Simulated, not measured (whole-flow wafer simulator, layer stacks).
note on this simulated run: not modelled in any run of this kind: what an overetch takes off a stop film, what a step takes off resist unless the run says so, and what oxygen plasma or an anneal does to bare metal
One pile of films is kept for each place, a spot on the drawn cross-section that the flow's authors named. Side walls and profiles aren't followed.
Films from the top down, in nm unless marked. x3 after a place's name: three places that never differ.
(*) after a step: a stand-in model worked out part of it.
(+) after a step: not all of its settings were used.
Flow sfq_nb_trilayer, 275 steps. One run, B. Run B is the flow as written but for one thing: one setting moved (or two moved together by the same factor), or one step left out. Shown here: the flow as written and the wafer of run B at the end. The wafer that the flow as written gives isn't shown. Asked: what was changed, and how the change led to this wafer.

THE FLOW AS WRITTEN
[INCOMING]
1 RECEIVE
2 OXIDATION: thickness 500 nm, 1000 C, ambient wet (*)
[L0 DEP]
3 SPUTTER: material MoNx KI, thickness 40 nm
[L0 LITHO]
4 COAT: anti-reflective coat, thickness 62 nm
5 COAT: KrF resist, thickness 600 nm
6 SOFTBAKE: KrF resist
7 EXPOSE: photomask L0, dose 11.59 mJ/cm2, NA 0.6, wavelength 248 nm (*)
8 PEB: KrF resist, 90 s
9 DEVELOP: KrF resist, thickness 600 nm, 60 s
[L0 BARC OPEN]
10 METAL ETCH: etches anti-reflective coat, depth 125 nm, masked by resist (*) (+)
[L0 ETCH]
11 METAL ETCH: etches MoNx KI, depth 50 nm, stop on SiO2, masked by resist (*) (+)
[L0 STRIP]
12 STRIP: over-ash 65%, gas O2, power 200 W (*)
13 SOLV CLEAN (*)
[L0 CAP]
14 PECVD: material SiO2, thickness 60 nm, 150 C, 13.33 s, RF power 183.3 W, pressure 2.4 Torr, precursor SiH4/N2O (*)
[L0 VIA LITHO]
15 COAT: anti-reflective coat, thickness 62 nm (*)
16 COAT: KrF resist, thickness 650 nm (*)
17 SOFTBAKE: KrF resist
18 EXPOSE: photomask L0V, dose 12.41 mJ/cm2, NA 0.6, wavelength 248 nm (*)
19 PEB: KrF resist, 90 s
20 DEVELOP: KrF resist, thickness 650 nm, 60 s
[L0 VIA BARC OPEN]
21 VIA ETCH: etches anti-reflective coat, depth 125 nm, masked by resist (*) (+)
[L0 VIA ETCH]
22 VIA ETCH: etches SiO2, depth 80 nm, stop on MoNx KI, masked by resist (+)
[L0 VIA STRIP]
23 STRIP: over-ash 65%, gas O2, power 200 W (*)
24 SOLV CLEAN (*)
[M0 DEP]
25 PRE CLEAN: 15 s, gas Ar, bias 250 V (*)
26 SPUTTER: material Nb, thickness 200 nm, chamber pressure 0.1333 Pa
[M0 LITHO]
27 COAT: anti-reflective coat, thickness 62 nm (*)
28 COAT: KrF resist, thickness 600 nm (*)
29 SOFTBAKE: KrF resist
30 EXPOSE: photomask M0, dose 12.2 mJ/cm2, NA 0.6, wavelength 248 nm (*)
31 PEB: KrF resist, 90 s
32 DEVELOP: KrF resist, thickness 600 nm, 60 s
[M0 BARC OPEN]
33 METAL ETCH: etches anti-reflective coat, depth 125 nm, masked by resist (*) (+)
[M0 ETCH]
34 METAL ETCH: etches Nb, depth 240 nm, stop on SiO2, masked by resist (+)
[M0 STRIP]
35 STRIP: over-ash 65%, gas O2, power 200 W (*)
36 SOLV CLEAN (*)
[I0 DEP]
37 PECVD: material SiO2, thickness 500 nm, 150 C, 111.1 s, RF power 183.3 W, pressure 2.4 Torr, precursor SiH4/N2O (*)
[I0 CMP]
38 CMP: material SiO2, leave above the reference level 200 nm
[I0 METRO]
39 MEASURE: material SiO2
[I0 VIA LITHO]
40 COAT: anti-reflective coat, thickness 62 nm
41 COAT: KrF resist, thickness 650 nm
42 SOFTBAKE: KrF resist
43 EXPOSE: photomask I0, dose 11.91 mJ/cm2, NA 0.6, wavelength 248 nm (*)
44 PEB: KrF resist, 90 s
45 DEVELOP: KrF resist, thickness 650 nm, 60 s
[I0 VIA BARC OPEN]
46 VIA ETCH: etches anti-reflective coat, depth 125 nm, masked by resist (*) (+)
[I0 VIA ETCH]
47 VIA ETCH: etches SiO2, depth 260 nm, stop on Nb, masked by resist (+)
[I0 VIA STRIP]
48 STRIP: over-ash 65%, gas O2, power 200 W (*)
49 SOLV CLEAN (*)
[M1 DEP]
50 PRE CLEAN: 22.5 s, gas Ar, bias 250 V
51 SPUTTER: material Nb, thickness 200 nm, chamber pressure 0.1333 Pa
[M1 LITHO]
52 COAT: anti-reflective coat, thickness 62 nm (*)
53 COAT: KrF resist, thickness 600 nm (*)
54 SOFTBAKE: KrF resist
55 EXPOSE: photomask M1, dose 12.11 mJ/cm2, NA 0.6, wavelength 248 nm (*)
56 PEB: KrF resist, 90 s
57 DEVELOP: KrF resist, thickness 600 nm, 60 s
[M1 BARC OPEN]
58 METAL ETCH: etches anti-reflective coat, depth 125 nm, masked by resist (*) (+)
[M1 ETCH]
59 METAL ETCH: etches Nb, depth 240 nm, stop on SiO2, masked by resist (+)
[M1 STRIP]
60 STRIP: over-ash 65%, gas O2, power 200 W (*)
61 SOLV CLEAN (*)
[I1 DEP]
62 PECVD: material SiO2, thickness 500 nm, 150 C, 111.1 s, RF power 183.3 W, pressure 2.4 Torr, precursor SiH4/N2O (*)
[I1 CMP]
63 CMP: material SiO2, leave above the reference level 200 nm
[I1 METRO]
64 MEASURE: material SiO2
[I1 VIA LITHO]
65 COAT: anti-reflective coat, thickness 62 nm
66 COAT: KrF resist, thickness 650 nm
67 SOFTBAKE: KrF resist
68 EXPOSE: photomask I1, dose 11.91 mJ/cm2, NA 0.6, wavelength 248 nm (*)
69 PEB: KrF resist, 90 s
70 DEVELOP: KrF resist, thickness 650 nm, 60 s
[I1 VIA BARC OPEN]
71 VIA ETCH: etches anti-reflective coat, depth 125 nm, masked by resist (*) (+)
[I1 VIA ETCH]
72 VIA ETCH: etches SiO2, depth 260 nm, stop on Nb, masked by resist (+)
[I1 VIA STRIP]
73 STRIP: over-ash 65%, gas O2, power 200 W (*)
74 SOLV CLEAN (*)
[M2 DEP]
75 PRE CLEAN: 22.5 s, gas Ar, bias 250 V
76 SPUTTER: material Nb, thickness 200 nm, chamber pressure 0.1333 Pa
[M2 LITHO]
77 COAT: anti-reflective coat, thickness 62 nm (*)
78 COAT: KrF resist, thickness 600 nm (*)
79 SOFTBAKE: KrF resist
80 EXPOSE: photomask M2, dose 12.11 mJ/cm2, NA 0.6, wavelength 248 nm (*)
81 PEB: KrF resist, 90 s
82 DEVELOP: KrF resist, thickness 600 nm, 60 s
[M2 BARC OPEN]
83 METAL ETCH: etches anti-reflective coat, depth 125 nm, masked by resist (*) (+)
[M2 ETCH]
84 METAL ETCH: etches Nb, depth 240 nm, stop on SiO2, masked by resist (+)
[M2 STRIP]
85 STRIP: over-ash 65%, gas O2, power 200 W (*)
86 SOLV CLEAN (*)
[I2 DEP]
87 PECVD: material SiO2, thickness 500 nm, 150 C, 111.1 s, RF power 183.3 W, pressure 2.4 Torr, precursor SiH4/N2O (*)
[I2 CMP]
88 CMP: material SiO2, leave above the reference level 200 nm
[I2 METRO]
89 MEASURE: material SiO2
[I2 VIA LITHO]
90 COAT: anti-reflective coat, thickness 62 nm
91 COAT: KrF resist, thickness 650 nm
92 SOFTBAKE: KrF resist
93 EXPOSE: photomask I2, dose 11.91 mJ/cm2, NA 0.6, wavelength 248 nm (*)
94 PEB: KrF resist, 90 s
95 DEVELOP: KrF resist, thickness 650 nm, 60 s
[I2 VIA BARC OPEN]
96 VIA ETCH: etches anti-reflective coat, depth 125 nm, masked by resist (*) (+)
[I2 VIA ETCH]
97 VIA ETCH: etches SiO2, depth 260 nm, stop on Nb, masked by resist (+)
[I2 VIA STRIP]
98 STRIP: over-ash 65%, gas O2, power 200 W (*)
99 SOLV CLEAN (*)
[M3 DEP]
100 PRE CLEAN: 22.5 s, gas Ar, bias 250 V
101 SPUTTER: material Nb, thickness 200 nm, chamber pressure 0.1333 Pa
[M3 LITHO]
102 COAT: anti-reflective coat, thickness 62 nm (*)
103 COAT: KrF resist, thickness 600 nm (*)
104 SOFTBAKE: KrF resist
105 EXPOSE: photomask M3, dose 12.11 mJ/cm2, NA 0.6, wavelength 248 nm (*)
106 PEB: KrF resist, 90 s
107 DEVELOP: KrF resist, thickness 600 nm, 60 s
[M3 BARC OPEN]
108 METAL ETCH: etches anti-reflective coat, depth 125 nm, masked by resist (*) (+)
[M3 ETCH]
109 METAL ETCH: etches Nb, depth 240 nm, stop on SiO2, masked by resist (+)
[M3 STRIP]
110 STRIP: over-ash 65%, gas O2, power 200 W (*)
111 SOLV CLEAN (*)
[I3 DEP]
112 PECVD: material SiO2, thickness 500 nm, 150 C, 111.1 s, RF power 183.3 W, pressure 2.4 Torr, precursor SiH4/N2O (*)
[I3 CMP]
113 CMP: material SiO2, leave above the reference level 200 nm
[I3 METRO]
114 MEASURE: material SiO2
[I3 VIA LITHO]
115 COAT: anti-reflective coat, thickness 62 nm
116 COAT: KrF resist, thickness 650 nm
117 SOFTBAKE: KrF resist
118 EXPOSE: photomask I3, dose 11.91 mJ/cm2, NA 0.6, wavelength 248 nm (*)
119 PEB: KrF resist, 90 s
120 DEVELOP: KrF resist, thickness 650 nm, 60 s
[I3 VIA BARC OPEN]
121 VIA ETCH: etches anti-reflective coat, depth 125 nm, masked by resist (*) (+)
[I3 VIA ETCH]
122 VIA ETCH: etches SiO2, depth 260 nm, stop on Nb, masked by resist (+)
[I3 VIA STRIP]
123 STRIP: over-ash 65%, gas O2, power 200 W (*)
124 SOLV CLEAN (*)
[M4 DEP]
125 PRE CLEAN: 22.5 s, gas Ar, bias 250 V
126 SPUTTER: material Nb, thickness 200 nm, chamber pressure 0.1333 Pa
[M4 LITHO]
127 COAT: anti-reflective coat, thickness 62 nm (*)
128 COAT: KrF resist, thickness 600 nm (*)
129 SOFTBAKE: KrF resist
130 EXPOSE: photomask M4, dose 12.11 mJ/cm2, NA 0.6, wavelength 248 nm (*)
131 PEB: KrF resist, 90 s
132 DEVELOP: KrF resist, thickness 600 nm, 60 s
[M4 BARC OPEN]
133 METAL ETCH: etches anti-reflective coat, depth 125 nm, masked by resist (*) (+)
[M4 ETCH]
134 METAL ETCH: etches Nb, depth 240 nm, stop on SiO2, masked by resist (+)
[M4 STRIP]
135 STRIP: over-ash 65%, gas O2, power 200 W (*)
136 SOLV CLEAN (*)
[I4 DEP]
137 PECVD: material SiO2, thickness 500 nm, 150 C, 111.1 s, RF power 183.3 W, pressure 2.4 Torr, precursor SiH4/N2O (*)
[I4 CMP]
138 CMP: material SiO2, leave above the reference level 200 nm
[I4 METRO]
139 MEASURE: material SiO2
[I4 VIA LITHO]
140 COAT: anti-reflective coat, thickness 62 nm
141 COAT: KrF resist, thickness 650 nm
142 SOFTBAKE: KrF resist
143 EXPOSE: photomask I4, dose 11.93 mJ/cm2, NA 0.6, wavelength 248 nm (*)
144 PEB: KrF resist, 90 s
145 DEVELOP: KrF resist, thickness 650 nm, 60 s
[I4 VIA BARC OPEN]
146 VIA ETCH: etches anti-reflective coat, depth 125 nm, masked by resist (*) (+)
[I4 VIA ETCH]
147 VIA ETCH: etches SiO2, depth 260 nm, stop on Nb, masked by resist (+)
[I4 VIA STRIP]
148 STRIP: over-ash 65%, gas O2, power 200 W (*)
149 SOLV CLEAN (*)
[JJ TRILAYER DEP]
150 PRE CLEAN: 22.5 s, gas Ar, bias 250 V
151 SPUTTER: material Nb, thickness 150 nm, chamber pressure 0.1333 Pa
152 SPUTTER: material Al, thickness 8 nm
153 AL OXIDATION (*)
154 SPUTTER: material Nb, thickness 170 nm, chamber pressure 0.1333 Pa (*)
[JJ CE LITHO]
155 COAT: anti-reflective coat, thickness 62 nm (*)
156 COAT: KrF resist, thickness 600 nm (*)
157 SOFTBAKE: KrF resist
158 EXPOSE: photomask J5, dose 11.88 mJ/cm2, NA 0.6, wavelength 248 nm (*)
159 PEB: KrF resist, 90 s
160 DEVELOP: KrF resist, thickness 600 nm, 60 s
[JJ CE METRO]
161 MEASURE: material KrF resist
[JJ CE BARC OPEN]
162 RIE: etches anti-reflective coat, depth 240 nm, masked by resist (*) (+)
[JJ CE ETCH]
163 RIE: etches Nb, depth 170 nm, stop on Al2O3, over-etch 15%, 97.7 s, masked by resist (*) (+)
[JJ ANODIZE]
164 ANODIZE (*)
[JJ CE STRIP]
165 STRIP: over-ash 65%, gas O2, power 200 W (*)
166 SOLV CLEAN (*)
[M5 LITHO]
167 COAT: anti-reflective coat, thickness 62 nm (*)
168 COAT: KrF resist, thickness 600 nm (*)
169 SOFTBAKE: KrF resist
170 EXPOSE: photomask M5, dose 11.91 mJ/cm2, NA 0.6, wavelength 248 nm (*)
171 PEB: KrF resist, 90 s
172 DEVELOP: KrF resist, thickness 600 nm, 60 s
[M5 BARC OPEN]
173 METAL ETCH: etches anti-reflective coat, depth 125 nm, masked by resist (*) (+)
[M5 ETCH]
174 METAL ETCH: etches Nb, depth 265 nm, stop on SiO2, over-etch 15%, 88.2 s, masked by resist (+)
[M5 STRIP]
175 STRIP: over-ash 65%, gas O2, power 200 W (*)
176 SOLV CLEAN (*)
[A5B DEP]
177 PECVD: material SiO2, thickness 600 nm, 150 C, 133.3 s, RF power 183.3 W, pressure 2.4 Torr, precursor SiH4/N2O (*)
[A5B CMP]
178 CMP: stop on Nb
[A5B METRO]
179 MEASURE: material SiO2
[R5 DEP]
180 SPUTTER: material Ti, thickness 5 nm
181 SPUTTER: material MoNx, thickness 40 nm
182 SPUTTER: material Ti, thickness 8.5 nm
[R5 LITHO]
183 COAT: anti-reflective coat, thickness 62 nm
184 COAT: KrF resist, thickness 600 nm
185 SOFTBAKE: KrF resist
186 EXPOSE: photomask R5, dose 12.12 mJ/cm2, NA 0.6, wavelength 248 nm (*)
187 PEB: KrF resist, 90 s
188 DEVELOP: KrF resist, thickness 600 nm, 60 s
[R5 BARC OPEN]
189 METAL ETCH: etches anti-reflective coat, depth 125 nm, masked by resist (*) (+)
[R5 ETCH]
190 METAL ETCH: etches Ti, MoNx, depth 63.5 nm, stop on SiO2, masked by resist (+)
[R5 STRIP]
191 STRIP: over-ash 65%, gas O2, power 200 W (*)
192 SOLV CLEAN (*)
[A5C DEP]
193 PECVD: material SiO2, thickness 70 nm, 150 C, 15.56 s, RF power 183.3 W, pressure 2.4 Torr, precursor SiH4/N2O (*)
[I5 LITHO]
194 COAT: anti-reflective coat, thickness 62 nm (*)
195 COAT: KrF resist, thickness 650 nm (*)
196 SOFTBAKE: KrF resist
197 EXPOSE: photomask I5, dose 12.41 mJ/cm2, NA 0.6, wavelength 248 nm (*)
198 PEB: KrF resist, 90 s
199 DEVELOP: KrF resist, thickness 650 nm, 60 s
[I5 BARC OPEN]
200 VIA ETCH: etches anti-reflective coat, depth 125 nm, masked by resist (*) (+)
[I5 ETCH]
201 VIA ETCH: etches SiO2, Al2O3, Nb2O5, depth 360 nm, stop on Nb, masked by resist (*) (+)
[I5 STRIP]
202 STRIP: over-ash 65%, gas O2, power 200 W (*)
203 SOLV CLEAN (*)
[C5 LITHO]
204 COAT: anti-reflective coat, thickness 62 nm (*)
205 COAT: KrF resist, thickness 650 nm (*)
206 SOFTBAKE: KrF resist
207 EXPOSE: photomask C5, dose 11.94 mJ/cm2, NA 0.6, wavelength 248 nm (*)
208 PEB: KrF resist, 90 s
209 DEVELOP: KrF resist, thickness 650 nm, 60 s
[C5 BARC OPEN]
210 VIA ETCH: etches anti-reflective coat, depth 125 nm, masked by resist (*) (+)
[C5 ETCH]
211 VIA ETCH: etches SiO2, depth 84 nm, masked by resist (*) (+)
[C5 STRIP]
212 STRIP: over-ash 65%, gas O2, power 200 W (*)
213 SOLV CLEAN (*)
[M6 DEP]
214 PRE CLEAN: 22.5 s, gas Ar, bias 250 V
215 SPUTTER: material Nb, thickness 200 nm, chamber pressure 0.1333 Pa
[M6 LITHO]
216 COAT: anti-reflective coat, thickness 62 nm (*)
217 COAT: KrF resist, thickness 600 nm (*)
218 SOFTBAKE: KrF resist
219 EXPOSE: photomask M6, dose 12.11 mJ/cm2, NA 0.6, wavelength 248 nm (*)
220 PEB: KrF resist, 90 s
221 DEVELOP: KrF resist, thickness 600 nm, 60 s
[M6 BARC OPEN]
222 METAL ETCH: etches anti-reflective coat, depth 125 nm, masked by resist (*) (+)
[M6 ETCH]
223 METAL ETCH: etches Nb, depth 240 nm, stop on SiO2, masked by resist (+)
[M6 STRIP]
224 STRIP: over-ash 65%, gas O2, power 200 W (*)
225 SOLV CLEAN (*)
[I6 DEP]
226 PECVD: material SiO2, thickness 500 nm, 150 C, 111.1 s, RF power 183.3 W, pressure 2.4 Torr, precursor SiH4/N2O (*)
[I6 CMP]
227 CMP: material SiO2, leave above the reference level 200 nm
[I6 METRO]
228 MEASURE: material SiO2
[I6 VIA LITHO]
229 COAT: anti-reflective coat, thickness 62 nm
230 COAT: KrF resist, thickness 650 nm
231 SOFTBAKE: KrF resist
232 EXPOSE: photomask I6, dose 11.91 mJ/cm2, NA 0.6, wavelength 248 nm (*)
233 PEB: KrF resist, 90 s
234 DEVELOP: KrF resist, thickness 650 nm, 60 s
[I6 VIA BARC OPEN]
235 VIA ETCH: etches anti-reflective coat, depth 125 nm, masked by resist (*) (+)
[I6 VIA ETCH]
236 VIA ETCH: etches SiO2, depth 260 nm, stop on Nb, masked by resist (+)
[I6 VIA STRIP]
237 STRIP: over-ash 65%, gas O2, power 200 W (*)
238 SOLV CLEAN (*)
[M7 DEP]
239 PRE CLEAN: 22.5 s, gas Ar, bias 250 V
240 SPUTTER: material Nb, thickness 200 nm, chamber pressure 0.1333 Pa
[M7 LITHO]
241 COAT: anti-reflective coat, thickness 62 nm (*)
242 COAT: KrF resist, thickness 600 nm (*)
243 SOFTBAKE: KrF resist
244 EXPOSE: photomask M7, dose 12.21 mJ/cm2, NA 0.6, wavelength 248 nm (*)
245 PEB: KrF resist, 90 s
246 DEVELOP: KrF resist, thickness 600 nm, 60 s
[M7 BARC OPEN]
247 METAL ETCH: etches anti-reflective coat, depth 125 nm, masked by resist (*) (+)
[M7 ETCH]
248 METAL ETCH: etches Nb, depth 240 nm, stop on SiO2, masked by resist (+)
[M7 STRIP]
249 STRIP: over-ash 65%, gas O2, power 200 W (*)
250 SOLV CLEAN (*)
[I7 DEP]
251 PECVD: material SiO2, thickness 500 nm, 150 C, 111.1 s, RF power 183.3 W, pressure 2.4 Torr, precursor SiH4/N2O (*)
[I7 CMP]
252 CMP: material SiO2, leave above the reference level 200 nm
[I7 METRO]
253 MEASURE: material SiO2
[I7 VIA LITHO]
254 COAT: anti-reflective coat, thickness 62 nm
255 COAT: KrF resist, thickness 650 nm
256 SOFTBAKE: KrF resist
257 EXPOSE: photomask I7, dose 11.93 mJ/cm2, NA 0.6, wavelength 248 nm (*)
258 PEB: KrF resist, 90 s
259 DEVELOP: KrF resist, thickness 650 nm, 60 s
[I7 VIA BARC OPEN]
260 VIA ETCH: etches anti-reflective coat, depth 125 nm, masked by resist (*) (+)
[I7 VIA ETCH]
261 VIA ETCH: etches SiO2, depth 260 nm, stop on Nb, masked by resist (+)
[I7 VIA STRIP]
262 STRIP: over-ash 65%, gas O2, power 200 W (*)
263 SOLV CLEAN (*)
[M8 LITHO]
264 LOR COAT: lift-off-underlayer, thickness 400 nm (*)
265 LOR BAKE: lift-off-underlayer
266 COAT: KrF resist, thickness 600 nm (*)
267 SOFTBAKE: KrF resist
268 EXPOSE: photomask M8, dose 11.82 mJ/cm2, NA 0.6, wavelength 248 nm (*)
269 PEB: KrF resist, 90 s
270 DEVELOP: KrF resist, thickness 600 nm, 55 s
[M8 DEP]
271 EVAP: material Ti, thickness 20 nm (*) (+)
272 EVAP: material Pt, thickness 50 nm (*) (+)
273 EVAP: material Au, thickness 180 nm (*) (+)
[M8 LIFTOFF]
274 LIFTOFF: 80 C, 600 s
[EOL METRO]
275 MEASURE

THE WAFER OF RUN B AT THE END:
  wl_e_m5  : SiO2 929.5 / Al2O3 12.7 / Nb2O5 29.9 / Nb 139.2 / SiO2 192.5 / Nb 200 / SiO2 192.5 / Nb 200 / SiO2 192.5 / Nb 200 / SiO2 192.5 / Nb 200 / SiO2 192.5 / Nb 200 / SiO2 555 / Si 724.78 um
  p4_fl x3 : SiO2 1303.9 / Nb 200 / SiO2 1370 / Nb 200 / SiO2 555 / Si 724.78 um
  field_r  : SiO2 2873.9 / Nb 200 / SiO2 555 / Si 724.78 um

The cause: step 227, CMP: leave above the reference level 128 nm was run, where the flow has leave above the reference level 200 nm.

How the change led to this, step by step:
  227 CMP: material SiO2, leave above the reference level 200 nm
      field_l, p4_fl x3, p4_w1 x9 and 49 more: SiO2 -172 (as written it would be: SiO2 -100)
      v_sur, via_wl, via_w and 15 more: SiO2 -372 (as written it would be: SiO2 -300)
      (and at 26 more places)
  236 VIA ETCH: etches SiO2, depth 260 nm, stop on Nb, masked by resist (+)
      field_l, v_sur, via_wl and 102 more: KrF resist -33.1 (as written it would be: KrF resist -44.8)
      via_v: SiO2 -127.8 (all of it) (as written it would be: SiO2 -199.8 (all of it))
  237 STRIP: over-ash 65%, gas O2, power 200 W (*)
      field_l, v_sur, via_wl and 102 more: KrF resist -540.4 (all of it), anti-reflective coat -62 (all of it) (as written it would be: KrF resist -528.6 (all of it), anti-reflective coat -62 (all of it))
  240 SPUTTER: material Nb, thickness 200 nm, chamber pressure 0.1333 Pa
      via_v: Nb +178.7 (as written it would be: Nb +161.1)
  241 COAT: anti-reflective coat, thickness 62 nm (*)
      via_sp: anti-reflective coat +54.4 (new film) (as written it would be: anti-reflective coat +53.1 (new film))
      via_v: anti-reflective coat +108.8 (new film) (as written it would be: anti-reflective coat +126 (new film))
      (and at 1 more place)
  242 COAT: KrF resist, thickness 600 nm (*)
      via_v: KrF resist +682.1 (new film) (as written it would be: KrF resist +742.5 (new film))
  249 STRIP: over-ash 65%, gas O2, power 200 W (*)
      via_sp: KrF resist -378.7 (all of it), anti-reflective coat -54.4 (all of it) (as written it would be: KrF resist -373.6 (all of it), anti-reflective coat -53.1 (all of it))
      via_v: KrF resist -464.3 (all of it), anti-reflective coat -108.8 (all of it) (as written it would be: KrF resist -524.5 (all of it), anti-reflective coat -126 (all of it))
      (and at 1 more place)
  251 PECVD: material SiO2, thickness 500 nm, 150 C, 111.1 s, RF power 183.3 W, pressure 2.4 Torr, precursor SiH4/N2O (*)
      via_v: SiO2 +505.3 (new film) (as written it would be: SiO2 +621 (new film))
  252 CMP: material SiO2, leave above the reference level 200 nm
      via_v: SiO2 -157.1 (as written it would be: SiO2 -183.1)
